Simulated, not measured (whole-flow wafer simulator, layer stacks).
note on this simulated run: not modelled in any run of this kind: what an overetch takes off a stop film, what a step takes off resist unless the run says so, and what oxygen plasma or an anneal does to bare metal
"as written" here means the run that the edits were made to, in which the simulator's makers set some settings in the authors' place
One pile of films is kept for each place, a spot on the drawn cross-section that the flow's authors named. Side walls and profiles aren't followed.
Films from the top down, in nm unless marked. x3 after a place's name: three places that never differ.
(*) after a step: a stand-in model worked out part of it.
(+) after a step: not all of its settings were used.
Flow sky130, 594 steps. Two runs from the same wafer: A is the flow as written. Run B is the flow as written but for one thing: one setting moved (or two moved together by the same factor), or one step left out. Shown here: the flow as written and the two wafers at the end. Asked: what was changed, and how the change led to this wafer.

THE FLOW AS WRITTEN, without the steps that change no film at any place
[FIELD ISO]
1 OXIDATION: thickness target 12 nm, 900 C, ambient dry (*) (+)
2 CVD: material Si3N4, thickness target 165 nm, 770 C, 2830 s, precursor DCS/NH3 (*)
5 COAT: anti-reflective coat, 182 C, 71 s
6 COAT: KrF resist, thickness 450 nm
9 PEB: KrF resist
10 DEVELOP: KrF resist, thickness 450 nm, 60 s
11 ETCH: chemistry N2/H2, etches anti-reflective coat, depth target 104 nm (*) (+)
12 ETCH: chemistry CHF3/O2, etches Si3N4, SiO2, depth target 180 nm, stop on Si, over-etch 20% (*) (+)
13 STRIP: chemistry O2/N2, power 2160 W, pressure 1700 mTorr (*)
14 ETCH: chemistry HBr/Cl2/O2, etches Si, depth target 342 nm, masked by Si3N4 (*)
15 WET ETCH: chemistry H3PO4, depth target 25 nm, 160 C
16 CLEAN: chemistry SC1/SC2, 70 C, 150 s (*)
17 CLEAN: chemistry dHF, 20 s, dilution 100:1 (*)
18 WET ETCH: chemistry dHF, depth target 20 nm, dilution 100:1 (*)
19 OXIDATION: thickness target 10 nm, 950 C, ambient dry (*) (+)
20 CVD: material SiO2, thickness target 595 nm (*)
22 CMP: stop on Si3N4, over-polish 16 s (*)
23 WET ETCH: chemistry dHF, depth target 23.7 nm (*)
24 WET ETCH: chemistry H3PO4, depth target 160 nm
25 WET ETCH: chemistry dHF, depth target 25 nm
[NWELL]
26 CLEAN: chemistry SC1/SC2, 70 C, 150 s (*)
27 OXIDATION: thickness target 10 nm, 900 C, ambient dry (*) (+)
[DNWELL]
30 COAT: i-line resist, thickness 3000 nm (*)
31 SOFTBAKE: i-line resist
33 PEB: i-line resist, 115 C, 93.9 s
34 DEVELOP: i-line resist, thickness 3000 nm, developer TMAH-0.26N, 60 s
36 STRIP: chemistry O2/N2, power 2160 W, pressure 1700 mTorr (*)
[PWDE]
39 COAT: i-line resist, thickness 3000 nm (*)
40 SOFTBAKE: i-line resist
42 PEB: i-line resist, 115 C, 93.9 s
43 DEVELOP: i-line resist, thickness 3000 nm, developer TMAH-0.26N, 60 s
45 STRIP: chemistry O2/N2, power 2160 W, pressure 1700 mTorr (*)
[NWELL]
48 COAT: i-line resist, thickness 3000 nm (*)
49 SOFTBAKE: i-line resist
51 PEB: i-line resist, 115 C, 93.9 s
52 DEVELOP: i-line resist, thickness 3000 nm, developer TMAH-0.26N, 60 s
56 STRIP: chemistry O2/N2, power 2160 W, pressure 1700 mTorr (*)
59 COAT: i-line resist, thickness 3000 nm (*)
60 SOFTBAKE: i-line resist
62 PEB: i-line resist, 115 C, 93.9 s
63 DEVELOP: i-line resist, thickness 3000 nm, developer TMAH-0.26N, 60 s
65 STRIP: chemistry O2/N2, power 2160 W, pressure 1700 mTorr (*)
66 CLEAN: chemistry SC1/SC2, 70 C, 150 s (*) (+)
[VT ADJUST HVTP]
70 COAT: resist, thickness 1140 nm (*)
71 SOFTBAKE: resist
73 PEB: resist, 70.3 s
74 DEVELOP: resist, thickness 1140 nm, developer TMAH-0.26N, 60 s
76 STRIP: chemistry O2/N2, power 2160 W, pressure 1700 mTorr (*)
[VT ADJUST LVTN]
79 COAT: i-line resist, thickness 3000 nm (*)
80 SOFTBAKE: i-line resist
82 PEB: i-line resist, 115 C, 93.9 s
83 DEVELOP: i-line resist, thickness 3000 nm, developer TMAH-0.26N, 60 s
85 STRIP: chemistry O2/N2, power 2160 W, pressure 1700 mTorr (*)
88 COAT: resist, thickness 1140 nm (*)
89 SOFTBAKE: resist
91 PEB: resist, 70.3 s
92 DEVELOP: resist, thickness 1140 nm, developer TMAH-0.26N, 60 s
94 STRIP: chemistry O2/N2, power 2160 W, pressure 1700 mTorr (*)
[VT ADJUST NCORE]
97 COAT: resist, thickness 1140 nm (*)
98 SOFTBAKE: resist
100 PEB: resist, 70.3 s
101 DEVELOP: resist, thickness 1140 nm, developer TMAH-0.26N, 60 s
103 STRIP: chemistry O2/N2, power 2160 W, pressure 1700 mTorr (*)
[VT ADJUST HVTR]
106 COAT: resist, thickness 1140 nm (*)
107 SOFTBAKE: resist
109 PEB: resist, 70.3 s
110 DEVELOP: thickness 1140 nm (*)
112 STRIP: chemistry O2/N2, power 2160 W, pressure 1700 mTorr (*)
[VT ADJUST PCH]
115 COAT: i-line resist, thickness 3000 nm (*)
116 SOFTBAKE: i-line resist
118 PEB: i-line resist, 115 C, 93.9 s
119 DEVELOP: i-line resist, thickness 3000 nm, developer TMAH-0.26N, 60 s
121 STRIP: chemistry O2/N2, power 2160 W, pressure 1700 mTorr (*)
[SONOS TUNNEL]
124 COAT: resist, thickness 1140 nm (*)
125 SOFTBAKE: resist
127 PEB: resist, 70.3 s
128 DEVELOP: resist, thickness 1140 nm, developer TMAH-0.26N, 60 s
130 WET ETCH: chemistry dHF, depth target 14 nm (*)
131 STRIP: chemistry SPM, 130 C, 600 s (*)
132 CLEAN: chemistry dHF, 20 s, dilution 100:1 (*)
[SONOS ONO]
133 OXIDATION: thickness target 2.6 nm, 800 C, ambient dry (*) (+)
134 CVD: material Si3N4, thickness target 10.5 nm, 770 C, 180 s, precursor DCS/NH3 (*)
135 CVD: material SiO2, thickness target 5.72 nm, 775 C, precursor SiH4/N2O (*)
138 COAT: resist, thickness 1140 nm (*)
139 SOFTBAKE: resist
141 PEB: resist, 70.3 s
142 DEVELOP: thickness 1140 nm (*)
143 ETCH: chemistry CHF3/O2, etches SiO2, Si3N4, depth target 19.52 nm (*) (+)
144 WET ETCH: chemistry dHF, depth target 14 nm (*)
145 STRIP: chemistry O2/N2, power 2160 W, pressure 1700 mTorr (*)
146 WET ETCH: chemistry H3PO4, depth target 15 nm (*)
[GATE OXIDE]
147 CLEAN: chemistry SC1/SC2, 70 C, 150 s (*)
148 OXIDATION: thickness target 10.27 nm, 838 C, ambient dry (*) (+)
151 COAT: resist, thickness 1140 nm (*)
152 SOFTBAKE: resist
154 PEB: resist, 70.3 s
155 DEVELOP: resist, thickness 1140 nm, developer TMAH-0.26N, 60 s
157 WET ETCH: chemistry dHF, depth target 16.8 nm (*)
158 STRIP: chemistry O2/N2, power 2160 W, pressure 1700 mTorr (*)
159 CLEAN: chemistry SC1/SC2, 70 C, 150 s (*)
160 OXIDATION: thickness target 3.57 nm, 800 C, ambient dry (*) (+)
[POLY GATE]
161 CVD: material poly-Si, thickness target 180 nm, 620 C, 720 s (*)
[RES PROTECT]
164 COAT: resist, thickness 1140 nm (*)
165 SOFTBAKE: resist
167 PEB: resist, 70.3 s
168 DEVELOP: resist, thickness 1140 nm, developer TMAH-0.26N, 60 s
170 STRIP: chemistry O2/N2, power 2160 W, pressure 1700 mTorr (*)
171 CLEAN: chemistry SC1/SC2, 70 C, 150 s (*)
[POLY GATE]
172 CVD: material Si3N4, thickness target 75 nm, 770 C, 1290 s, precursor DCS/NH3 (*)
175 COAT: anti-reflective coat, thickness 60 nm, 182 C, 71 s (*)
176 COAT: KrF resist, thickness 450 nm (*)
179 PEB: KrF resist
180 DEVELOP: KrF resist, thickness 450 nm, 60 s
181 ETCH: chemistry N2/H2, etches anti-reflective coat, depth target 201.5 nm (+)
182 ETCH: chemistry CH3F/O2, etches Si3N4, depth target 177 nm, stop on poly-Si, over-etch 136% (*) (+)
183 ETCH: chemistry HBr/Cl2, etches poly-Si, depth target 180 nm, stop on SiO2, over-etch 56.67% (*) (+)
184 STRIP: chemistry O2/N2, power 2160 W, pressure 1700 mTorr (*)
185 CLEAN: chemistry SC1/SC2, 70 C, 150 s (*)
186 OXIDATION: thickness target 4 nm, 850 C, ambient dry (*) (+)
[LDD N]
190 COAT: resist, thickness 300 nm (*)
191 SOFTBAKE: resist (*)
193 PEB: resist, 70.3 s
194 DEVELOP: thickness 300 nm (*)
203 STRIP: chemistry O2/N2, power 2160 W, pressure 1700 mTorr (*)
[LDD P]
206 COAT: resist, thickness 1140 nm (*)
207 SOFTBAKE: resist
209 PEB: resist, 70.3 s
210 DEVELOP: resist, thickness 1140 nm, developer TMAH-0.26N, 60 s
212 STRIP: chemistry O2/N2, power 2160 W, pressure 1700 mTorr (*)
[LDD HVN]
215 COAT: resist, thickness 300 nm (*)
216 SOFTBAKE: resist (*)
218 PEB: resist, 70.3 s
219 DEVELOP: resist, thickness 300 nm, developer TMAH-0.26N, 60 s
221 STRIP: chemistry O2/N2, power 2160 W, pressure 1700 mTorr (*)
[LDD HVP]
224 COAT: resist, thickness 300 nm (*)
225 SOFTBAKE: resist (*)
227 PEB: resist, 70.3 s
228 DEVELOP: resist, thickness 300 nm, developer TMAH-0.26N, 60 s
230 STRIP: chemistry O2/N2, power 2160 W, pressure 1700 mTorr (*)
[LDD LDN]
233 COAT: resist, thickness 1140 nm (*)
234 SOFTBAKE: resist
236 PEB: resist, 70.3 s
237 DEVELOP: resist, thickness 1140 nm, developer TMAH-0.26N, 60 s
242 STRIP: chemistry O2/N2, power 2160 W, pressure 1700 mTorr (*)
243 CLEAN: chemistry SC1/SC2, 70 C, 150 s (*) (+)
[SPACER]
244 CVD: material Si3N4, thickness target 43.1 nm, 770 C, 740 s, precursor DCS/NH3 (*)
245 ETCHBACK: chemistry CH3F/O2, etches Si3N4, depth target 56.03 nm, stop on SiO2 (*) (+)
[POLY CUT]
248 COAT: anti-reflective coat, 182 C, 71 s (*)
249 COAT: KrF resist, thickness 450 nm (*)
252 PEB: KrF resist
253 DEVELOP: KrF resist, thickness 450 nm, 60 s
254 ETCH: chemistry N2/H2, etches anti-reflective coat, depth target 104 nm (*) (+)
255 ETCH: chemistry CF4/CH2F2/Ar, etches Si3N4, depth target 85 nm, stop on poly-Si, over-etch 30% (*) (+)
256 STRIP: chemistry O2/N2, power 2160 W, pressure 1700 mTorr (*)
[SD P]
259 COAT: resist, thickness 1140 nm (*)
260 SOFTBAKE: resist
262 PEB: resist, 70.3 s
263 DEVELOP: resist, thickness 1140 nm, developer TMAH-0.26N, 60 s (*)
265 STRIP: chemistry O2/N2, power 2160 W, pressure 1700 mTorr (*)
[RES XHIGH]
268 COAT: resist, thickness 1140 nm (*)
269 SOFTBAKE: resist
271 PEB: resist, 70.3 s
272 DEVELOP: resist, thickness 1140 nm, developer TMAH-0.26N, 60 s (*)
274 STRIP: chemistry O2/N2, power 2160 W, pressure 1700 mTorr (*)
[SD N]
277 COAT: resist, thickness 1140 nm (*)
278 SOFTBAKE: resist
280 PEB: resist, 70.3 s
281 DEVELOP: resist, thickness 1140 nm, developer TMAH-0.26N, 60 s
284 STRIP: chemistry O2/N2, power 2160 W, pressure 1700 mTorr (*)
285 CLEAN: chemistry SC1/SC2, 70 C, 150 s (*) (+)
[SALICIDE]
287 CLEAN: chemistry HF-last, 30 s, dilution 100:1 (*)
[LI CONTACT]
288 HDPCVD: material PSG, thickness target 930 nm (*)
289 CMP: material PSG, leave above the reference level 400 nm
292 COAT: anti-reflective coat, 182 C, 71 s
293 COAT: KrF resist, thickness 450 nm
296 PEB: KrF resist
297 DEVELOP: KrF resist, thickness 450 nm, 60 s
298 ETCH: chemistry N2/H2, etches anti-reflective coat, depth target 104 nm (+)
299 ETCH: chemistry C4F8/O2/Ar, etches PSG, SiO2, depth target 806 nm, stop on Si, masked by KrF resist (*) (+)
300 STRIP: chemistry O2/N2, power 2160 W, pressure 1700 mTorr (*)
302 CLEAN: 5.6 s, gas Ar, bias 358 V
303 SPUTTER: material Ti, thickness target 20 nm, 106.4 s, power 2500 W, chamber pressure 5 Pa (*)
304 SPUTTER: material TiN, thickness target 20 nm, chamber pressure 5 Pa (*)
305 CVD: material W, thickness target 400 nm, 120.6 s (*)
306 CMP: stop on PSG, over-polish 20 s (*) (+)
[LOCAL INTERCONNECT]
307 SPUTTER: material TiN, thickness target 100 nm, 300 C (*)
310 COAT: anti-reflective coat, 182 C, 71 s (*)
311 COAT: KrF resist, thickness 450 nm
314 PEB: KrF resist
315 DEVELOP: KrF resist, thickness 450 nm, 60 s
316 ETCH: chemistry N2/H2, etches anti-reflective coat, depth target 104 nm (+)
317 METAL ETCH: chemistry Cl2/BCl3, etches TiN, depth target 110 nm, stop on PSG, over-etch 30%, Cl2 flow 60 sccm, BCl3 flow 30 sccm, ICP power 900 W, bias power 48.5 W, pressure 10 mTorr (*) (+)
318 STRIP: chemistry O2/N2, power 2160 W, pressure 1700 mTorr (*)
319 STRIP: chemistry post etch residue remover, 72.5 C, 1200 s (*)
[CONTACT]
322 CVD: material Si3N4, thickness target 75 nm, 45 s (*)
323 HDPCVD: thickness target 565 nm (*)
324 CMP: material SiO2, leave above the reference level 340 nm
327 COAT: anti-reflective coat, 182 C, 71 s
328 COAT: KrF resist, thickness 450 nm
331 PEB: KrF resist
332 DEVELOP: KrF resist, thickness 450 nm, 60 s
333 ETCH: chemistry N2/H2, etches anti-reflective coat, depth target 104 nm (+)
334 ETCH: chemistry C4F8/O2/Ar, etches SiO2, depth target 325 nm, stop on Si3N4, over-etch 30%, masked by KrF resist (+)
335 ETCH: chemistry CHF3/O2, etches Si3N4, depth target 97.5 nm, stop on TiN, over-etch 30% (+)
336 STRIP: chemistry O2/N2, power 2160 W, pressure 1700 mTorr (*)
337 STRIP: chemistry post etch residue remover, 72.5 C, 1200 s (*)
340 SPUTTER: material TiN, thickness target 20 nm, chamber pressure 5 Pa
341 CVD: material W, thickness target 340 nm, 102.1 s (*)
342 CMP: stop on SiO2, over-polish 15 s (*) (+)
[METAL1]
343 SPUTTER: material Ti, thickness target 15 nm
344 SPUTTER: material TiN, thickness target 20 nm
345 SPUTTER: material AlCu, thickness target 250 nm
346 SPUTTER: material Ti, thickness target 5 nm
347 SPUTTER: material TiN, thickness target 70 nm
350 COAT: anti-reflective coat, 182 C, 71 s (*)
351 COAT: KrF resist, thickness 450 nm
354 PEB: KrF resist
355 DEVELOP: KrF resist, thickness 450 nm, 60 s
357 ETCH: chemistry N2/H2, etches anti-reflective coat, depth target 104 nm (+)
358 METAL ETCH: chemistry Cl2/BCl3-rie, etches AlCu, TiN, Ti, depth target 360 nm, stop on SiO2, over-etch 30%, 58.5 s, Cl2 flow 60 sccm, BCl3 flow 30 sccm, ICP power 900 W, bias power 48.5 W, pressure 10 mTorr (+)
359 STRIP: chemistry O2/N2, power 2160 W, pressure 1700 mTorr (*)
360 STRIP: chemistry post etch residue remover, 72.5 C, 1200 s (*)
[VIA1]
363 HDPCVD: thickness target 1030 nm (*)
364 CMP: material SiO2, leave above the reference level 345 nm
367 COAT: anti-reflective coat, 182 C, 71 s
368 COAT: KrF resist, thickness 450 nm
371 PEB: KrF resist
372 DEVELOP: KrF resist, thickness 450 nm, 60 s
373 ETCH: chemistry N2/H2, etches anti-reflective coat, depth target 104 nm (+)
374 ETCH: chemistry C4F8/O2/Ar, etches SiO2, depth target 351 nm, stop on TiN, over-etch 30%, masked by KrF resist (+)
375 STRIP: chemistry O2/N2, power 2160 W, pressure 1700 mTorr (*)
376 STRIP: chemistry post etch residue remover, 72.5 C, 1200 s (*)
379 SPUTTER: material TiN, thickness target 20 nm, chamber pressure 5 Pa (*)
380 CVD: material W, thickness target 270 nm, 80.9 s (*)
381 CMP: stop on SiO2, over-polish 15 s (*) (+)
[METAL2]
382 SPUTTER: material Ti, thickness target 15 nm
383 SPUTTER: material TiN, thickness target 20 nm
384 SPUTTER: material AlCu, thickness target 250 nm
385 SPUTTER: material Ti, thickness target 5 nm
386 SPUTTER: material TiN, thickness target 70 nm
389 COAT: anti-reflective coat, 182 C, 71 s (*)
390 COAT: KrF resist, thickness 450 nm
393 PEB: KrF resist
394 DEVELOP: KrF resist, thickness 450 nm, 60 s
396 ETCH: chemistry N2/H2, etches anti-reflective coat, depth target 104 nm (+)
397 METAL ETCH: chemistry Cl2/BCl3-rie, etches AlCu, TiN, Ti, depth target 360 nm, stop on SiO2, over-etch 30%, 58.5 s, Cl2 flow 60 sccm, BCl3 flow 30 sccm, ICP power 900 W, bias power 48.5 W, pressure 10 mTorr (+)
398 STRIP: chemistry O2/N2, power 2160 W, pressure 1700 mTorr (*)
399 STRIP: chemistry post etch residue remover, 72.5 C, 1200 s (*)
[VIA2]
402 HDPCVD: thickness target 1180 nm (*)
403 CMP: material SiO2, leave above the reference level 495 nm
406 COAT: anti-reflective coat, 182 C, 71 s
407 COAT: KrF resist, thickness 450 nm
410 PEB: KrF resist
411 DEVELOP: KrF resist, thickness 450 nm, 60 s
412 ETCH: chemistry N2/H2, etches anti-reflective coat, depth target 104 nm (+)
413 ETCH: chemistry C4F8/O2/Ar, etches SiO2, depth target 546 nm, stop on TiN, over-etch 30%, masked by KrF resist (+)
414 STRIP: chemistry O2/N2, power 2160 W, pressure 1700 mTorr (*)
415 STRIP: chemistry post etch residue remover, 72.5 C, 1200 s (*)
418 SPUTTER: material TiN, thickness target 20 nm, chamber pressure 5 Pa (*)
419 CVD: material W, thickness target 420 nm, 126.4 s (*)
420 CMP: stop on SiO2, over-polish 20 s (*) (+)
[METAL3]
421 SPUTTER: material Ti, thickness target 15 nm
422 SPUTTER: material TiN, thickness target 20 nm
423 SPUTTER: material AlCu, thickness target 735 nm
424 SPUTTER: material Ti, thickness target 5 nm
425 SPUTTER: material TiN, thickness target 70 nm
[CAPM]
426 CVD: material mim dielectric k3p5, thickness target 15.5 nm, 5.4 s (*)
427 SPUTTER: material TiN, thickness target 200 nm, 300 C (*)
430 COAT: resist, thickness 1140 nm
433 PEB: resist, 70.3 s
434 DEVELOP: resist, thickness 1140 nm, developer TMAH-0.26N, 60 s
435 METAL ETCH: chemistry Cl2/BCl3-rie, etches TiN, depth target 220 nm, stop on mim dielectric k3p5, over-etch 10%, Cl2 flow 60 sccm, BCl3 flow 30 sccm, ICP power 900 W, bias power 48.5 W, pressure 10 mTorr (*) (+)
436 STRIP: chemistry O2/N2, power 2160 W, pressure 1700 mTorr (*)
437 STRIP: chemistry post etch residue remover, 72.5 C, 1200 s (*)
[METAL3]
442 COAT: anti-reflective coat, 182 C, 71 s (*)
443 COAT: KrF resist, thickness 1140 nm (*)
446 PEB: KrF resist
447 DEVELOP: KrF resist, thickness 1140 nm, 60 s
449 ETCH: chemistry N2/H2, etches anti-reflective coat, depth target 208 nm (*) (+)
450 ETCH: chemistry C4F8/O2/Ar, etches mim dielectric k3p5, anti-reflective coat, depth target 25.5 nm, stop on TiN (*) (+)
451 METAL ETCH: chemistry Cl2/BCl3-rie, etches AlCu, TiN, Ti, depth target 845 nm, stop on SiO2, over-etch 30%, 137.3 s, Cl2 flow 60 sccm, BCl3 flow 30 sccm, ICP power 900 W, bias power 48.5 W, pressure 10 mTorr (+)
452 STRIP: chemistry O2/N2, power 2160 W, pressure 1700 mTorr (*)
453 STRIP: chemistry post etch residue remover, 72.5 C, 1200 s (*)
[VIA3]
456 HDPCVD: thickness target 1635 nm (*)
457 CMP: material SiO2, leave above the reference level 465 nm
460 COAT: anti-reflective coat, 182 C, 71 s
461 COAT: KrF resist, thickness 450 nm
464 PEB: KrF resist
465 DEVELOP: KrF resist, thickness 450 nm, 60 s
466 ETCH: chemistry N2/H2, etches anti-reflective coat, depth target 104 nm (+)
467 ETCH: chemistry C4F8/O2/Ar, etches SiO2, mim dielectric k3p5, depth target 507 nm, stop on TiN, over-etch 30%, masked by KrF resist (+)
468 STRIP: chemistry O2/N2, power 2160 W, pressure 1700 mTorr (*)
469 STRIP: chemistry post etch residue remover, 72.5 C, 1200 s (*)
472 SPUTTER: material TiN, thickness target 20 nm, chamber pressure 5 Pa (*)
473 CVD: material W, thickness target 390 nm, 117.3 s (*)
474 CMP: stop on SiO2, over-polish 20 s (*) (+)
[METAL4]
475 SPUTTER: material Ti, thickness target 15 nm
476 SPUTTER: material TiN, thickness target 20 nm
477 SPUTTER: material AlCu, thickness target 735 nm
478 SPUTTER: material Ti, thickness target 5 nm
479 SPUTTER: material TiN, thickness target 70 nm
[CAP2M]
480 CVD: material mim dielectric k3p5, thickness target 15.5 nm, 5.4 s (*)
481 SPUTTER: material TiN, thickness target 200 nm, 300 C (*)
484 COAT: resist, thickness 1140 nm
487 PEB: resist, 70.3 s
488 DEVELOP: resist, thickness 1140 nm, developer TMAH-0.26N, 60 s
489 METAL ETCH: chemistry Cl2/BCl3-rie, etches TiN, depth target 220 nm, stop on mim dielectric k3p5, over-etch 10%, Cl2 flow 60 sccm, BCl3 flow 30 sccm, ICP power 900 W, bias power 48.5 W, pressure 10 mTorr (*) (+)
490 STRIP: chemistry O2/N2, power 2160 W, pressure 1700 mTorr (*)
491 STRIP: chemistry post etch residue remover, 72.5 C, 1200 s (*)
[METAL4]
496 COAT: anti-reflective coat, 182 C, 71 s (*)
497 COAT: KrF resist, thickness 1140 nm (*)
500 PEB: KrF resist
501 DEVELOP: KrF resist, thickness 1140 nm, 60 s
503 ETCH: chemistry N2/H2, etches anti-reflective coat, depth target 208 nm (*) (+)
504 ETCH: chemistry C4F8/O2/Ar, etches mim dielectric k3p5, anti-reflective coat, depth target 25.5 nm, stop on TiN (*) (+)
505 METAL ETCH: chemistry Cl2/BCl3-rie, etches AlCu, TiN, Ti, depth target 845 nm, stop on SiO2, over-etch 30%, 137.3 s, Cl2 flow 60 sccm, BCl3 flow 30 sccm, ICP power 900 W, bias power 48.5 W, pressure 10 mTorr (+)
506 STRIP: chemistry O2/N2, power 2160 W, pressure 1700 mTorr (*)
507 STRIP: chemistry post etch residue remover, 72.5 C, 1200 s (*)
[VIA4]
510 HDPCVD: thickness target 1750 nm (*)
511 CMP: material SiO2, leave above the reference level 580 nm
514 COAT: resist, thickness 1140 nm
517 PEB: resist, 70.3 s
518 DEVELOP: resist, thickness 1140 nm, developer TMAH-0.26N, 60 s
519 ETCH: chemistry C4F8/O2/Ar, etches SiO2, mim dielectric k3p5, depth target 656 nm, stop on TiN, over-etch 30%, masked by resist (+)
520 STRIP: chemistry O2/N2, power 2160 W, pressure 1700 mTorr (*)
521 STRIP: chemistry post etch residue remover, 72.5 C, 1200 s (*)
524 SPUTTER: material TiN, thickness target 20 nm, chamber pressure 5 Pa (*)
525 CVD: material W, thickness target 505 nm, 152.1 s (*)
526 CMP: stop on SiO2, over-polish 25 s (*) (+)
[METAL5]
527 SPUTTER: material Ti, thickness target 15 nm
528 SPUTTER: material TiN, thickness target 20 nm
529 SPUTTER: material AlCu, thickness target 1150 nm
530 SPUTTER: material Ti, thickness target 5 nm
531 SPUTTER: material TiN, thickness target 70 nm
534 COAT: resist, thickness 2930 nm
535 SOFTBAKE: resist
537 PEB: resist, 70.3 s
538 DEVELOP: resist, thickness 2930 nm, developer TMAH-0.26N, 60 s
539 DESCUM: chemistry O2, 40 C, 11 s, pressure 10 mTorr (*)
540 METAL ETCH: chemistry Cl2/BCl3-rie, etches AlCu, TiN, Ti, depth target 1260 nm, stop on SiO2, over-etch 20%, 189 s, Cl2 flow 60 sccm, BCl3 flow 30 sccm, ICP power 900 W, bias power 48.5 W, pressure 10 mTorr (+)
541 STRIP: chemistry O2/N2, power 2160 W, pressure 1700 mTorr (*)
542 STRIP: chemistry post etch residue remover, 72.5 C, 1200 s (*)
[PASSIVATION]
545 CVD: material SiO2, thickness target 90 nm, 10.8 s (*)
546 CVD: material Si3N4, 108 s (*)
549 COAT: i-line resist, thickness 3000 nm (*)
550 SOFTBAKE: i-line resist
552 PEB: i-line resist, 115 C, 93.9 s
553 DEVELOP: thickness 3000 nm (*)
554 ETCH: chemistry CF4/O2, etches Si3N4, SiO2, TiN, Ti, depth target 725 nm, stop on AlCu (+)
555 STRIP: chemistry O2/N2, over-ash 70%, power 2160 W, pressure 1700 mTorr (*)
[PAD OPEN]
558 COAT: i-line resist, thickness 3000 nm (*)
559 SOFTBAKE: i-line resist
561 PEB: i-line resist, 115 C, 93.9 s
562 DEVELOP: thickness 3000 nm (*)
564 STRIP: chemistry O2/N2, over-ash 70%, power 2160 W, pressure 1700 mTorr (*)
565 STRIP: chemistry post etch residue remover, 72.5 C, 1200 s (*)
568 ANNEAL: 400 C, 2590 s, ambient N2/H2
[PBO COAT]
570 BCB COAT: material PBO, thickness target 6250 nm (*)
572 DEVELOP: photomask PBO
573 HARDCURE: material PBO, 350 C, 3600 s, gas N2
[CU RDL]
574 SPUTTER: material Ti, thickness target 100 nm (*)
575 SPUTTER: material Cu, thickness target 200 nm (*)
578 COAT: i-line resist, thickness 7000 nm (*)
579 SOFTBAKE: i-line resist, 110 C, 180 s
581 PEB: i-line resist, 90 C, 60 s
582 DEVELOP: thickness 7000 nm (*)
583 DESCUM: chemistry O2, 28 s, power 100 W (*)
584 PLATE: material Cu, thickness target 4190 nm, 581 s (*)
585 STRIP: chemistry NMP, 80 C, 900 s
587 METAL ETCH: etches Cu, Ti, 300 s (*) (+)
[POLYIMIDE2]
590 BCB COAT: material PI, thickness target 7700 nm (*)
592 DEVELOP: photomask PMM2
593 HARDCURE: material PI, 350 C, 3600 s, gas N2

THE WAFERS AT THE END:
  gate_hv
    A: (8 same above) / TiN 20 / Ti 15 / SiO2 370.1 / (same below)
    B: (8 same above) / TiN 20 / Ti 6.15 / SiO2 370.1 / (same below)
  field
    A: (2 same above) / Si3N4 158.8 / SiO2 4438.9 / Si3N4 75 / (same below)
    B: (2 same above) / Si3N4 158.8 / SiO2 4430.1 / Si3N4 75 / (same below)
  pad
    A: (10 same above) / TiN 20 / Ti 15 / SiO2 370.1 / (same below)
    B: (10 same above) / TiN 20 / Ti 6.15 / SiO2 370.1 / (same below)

The cause: step 475, SPUTTER: thickness target 6.15 nm was run, where the flow has thickness target 15 nm.
It can be read off the wafer: gate_hv has Ti 6.15, and step 475 as written asks for 15 nm.

How the change led to this, step by step:
  475 SPUTTER: material Ti, thickness target 15 nm
      field, active, n_well and 189 more: A Ti +15 (new film) | B Ti +6.15 (new film)
  505 METAL ETCH: chemistry Cl2/BCl3-rie, etches AlCu, TiN, Ti, depth target 845 nm, stop on SiO2, over-etch 30%, 137.3 s, Cl2 flow 60 sccm, BCl3 flow 30 sccm, ICP power 900 W, bias power 48.5 W, pressure 10 mTorr (+)
      field, gate, spacer and 68 more: A TiN -70 (all of it), Ti -5 (all of it), AlCu -735 (all of it), TiN -20 (all of it), Ti -15 (all of it), SiO2 -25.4 | B TiN -70 (all of it), Ti -5 (all of it), AlCu -735 (all of it), TiN -20 (all of it), Ti -6.15 (all of it), SiO2 -26.2
      active, vpp_iso1, mim_edge_plate and 14 more: A TiN -70 (all of it), Ti -5 (all of it), AlCu -735 (all of it), TiN -20 (all of it), Ti -15 (all of it), SiO2 -25.3 | B TiN -70 (all of it), Ti -5 (all of it), AlCu -735 (all of it), TiN -20 (all of it), Ti -6.15 (all of it), SiO2 -26.2
  511 CMP: material SiO2, leave above the reference level 580 nm
      field, active, gate and 77 more: A SiO2 -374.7 | B SiO2 -382.6
      iso_guard__w1, mim_edge_gap, vpp_l1ln, vpp_m3ln, rpm_encl, via2_enc, rpm_encl_psd, iso_guard_nsd_tip: A SiO2 -374.6 | B SiO2 -382.6
